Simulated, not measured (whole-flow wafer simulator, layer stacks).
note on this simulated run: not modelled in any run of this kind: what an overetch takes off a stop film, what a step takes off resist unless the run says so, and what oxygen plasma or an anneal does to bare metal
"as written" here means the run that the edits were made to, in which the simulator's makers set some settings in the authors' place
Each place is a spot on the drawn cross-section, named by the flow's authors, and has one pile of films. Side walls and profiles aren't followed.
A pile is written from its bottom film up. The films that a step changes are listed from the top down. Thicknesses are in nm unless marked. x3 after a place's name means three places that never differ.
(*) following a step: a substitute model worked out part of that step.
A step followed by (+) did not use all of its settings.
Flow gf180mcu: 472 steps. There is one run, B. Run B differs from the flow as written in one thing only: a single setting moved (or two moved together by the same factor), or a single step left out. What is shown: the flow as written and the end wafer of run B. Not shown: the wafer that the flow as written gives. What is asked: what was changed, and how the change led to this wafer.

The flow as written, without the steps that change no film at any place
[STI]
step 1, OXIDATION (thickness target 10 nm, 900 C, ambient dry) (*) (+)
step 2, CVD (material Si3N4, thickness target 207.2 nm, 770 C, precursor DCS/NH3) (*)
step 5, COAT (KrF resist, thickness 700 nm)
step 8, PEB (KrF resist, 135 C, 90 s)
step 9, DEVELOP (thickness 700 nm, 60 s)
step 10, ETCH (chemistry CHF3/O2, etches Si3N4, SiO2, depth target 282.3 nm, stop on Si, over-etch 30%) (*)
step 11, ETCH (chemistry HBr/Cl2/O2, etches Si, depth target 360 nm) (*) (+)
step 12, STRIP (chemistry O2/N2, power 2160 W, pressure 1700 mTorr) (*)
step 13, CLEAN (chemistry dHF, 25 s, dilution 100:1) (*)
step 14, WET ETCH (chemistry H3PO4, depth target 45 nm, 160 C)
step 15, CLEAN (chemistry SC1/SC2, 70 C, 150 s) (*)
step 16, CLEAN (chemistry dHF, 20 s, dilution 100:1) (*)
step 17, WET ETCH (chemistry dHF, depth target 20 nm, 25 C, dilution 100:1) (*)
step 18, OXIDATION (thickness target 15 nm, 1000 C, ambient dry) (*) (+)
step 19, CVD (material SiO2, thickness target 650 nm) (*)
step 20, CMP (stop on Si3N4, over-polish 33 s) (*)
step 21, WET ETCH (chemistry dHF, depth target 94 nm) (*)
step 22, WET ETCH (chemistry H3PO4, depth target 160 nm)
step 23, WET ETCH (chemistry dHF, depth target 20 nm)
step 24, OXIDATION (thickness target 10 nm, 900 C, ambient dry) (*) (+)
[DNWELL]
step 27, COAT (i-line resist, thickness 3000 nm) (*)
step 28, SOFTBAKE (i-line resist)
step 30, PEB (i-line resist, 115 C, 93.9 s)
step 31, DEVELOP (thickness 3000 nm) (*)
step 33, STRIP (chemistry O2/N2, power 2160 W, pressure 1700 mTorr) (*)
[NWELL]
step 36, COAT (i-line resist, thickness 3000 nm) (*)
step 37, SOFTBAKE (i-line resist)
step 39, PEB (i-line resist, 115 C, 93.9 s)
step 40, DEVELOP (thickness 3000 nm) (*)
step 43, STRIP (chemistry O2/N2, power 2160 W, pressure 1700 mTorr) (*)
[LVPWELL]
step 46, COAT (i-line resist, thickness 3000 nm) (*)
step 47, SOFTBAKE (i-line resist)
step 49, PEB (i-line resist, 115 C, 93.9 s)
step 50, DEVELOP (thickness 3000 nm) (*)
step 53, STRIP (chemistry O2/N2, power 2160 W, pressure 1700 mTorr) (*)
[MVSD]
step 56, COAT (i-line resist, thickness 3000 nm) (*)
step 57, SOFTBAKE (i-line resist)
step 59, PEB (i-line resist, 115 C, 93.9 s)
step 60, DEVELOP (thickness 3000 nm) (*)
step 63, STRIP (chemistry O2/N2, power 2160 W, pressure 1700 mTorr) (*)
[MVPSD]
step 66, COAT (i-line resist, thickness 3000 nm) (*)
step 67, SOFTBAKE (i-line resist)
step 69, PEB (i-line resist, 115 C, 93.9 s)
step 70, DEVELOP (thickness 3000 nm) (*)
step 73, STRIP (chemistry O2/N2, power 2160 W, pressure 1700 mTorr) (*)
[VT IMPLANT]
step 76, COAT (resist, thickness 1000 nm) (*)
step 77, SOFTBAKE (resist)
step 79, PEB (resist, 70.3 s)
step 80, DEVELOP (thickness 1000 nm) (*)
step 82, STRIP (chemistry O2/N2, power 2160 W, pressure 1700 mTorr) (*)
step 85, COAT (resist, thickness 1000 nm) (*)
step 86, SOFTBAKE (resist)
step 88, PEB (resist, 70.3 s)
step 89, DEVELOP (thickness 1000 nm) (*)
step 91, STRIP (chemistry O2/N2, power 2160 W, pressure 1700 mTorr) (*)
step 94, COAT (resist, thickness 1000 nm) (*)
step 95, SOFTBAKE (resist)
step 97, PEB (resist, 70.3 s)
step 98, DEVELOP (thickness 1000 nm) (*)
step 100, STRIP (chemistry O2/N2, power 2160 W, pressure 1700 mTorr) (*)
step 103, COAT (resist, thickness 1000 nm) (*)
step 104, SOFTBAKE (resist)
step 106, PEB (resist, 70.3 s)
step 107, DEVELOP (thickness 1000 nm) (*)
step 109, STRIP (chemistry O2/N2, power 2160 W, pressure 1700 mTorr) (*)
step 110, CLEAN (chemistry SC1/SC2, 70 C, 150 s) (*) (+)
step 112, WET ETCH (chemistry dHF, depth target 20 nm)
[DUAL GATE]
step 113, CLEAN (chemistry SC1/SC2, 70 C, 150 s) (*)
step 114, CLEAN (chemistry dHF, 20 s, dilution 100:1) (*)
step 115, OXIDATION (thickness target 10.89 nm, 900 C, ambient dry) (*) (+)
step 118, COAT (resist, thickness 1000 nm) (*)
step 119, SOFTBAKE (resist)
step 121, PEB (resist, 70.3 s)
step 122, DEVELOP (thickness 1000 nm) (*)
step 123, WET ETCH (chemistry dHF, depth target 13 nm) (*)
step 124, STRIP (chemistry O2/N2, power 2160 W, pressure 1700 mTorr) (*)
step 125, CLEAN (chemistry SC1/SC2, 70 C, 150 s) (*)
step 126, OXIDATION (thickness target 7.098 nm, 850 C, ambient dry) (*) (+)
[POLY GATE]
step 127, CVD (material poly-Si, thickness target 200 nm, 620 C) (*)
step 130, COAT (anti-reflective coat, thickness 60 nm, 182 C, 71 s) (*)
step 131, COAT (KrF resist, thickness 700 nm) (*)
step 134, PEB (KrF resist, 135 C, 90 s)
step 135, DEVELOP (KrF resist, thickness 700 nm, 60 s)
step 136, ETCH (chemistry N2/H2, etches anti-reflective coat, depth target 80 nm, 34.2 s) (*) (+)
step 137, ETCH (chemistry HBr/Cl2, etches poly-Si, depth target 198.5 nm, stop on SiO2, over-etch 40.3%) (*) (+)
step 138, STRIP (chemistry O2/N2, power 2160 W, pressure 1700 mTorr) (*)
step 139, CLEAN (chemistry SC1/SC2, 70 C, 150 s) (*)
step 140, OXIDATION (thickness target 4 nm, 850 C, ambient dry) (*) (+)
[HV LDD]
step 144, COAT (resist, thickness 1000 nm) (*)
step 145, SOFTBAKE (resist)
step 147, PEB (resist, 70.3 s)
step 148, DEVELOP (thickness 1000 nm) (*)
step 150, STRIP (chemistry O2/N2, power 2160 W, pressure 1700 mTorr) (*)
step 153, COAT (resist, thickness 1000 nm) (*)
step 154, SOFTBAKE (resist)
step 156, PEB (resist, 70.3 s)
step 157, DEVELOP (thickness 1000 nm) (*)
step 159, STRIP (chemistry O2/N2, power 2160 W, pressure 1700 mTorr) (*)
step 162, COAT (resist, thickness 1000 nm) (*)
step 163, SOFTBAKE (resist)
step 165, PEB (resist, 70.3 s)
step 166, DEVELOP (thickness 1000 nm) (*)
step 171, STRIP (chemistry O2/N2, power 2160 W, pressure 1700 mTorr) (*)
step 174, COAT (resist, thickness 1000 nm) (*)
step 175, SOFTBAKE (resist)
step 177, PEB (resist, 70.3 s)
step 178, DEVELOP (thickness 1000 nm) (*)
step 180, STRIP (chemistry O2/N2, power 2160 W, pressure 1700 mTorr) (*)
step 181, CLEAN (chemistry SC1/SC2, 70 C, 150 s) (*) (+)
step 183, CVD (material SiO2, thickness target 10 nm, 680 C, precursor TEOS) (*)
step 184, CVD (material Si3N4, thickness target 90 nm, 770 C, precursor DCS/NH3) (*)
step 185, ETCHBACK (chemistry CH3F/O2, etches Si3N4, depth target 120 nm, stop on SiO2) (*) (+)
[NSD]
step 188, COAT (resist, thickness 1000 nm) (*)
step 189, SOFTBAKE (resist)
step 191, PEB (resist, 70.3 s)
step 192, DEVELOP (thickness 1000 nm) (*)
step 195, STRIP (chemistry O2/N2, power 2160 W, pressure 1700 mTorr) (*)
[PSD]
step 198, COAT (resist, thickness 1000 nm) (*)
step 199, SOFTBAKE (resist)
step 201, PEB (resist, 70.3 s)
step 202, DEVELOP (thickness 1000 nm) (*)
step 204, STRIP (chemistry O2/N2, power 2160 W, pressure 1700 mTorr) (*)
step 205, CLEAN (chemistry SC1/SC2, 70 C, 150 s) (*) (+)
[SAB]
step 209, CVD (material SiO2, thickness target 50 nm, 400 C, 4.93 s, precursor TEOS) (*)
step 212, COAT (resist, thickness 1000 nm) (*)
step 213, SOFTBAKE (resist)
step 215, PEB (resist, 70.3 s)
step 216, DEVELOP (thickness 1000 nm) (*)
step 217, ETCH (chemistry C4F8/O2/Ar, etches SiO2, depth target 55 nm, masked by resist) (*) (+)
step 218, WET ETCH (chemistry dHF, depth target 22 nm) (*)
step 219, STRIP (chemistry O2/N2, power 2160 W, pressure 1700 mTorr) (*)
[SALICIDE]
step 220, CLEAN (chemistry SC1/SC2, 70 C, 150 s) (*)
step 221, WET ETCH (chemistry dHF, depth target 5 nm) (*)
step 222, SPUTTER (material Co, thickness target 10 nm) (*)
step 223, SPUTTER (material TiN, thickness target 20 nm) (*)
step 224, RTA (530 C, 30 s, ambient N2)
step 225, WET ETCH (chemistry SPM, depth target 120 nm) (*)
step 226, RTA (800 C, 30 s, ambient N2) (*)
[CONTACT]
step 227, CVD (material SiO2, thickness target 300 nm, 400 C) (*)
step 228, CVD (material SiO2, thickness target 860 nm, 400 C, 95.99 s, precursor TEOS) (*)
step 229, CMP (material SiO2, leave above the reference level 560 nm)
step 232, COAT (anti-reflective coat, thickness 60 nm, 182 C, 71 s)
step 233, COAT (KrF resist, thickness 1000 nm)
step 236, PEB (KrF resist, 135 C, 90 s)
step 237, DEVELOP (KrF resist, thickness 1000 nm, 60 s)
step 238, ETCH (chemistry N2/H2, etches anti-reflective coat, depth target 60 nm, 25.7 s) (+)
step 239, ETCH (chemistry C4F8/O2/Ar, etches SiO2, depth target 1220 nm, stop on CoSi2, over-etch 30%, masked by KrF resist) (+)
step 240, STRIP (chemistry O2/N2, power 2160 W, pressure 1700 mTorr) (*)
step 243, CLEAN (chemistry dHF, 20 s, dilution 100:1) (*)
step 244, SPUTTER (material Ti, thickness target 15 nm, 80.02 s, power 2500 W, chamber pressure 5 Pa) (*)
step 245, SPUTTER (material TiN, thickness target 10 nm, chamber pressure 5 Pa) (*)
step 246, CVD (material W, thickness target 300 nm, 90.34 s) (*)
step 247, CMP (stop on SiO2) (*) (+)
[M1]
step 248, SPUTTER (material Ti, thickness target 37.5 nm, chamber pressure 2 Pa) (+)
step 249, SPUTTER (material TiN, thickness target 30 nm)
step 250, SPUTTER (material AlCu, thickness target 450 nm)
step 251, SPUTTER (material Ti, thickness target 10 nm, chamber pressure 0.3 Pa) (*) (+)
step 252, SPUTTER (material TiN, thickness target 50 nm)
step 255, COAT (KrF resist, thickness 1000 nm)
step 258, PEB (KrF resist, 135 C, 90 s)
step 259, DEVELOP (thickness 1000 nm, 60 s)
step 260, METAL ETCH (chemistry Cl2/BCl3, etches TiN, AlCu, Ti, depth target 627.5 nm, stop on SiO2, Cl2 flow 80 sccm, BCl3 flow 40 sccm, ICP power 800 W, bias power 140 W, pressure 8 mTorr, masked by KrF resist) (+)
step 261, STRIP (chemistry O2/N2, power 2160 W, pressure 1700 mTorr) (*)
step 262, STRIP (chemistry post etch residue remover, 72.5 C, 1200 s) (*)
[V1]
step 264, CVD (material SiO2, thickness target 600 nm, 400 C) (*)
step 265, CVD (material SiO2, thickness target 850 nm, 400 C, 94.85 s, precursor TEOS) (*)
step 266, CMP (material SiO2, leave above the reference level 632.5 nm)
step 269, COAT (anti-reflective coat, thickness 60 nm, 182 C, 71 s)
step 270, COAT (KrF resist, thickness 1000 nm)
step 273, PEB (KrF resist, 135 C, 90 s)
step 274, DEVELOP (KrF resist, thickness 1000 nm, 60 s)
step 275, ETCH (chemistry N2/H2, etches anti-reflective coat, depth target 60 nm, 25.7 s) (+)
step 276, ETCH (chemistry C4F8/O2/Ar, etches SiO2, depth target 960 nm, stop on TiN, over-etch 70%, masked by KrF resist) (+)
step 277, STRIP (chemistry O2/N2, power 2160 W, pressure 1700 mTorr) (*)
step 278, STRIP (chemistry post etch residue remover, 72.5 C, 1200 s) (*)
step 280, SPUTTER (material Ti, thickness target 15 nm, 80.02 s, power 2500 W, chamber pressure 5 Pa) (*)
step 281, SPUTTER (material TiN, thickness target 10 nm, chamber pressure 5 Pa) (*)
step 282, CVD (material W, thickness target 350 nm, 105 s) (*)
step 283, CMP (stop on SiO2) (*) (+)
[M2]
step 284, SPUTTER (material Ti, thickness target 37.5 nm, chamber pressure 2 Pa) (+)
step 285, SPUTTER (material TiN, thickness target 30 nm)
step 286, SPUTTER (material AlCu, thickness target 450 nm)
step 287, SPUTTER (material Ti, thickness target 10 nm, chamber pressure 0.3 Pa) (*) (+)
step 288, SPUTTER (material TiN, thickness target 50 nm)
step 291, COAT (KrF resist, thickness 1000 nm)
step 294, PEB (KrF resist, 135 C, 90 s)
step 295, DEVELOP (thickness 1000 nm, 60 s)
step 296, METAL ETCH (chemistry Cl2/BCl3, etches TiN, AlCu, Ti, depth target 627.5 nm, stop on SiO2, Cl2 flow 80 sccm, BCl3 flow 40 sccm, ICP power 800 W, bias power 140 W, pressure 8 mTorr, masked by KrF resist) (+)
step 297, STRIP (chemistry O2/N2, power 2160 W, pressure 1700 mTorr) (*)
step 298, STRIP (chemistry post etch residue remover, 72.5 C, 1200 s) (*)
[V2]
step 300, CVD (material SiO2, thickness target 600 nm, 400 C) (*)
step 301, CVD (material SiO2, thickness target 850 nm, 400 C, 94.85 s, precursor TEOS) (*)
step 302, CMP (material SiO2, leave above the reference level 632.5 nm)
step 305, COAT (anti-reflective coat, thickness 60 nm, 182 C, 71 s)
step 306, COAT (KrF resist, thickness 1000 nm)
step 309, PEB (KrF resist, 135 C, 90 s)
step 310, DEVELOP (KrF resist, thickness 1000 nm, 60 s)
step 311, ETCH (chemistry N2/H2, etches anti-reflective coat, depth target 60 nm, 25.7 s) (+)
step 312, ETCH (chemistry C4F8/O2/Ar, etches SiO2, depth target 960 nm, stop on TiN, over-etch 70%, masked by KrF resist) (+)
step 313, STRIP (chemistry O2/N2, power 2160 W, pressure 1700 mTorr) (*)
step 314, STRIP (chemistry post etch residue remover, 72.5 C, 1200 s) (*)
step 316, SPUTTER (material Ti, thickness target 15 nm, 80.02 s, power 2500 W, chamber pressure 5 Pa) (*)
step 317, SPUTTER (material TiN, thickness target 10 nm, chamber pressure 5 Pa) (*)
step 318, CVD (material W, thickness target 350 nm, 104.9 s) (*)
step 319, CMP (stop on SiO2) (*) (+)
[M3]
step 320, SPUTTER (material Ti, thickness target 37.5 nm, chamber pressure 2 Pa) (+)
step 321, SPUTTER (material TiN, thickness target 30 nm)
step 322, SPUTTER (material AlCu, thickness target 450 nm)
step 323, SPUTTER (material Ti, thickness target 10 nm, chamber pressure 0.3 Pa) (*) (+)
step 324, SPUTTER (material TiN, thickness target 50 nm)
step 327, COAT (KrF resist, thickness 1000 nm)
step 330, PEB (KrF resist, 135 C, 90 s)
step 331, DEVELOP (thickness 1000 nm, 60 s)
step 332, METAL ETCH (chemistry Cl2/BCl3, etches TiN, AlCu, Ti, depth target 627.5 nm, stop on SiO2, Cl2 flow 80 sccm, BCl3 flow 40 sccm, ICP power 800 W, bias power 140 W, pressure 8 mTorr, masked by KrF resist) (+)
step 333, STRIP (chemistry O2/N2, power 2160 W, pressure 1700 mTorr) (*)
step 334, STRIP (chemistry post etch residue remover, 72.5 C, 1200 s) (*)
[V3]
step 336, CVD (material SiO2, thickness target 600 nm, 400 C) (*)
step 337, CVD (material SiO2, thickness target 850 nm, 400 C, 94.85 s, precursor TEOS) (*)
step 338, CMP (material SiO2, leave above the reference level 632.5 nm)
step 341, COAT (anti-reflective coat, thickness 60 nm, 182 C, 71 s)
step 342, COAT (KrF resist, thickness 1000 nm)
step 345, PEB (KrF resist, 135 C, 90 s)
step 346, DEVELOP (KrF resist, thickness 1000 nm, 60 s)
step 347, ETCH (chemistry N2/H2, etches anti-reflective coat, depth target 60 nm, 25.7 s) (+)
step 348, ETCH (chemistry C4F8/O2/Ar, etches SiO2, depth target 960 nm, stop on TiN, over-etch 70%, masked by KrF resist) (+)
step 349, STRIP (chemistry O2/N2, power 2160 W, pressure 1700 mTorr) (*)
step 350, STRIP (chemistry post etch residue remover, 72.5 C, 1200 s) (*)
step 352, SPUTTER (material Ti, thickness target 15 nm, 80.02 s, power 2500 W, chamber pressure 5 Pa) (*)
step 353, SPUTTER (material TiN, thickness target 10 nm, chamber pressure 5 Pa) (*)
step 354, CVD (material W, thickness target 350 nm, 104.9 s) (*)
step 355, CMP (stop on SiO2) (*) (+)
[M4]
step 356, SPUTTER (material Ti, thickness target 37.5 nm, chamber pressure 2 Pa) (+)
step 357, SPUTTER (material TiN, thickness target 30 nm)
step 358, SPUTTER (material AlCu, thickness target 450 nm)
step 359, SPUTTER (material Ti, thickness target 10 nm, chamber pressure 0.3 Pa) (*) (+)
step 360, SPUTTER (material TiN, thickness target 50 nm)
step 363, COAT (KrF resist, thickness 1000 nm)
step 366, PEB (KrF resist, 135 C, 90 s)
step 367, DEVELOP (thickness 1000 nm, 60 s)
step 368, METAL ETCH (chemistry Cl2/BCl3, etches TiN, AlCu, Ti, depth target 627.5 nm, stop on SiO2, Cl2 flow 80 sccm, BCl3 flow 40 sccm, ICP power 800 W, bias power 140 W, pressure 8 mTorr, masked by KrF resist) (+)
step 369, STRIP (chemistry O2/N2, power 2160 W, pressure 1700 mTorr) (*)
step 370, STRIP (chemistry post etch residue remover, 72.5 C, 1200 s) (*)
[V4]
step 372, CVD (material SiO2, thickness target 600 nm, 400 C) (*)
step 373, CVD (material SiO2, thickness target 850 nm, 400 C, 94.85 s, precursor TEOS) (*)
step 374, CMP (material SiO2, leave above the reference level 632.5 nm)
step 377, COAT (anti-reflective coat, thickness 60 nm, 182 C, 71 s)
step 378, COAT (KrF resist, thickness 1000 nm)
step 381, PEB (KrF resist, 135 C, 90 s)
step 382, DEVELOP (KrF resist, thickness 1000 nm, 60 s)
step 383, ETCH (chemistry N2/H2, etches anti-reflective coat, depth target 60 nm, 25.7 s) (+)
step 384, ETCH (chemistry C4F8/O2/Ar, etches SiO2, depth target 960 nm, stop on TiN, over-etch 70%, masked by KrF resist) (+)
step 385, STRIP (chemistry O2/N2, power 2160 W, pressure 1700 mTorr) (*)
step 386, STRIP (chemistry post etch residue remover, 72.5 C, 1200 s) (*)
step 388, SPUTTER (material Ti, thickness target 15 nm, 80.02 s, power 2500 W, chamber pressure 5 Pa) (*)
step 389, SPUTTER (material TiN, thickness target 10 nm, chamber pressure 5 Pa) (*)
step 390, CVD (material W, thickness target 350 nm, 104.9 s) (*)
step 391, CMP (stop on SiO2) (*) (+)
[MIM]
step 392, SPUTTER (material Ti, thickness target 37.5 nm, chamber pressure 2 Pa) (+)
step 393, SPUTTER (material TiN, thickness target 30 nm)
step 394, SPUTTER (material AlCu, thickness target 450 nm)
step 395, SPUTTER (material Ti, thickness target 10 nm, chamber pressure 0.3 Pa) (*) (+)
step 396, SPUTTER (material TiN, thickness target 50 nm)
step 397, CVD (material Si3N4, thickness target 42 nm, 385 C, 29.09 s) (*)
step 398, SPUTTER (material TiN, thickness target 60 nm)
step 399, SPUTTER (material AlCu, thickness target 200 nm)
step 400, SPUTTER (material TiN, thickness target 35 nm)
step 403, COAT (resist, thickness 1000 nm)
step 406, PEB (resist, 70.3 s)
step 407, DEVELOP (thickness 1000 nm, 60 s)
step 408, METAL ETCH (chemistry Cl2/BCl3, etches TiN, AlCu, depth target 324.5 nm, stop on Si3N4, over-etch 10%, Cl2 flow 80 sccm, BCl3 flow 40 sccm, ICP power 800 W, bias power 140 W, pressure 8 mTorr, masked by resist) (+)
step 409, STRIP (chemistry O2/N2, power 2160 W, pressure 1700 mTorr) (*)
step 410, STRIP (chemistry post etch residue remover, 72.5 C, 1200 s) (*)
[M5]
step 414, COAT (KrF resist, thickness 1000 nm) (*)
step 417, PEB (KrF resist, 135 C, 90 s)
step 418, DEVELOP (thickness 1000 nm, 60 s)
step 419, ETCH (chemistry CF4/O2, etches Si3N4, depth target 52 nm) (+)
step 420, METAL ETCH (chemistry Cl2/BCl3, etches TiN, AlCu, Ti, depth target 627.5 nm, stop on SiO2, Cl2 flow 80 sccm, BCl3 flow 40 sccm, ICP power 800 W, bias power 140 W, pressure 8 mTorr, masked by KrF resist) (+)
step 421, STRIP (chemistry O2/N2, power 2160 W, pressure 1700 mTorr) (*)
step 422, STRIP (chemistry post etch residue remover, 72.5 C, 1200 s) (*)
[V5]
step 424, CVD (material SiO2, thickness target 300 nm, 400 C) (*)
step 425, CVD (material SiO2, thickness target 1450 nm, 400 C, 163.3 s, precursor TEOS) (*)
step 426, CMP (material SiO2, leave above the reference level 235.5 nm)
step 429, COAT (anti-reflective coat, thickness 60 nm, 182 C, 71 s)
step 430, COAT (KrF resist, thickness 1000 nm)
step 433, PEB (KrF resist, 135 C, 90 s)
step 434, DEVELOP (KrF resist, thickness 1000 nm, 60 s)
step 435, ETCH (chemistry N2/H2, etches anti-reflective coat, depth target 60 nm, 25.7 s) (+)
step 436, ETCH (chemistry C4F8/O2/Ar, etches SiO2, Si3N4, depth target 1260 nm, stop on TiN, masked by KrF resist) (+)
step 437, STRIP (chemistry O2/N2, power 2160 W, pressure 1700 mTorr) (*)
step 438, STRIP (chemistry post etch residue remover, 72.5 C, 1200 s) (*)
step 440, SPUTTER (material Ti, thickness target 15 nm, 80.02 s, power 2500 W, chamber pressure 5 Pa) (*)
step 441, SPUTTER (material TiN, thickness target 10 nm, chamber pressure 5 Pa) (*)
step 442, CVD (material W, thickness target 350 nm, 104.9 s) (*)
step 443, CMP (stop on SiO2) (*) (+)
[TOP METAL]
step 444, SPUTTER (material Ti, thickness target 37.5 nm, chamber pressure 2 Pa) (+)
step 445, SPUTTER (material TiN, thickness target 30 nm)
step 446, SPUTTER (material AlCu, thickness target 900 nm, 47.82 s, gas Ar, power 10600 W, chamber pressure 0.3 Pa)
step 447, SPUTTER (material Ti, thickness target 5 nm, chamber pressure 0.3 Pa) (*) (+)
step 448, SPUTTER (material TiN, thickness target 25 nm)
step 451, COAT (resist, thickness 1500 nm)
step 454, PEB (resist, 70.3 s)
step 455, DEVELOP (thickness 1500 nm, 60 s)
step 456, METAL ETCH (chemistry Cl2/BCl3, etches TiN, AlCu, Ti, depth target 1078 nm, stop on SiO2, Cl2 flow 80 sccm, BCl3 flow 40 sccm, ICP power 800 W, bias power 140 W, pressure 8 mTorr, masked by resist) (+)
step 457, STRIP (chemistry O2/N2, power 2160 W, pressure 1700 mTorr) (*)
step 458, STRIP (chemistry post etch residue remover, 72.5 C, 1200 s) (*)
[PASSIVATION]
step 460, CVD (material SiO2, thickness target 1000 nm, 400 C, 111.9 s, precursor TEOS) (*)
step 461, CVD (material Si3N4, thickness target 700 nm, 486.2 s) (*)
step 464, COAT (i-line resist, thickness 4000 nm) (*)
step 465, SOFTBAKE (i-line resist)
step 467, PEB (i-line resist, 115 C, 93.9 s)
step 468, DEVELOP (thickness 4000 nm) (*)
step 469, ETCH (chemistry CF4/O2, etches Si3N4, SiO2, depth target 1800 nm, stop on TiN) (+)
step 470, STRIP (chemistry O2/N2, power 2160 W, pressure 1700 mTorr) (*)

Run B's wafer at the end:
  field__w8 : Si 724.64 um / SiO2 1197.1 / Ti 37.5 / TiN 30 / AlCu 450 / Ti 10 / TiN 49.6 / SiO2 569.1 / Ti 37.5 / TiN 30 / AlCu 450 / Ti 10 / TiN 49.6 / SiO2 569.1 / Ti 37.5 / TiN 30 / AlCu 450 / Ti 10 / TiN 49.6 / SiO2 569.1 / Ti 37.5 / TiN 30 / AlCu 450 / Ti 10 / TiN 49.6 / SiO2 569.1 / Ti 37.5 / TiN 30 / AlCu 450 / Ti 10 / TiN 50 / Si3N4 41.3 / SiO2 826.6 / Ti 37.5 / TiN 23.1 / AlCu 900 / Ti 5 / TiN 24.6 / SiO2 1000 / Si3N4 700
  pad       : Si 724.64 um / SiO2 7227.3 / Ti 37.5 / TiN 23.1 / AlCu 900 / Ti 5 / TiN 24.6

The reason: step 445, SPUTTER: thickness target 23.1 nm was run, whereas the flow has thickness target 30 nm.
One can read it off the wafer: field__w8 has TiN 23.1, and step 445 as written asks for 30 nm.

How this came from the change, step by step:
  step 445, SPUTTER (material TiN, thickness target 30 nm)
      field, field__w1, field__w2 and 109 more: TiN gains 23.1 (new film) (as written it would have been: TiN gains 30 (new film))
  step 456, METAL ETCH (chemistry Cl2/BCl3, etches TiN, AlCu, Ti, depth target 1078 nm, stop on SiO2, Cl2 flow 80 sccm, BCl3 flow 40 sccm, ICP power 800 W, bias power 140 W, pressure 8 mTorr, masked by resist) (+)
      field, field__w1, field__w2 and 103 more: TiN loses 25 (all of it), Ti loses 5 (all of it), AlCu loses 900 (all of it), TiN loses 23.1 (all of it), Ti loses 37.5 (all of it) (as written it would have been: TiN loses 25 (all of it), Ti loses 5 (all of it), AlCu loses 900 (all of it), TiN loses 30 (all of it), Ti loses 37.5 (all of it))
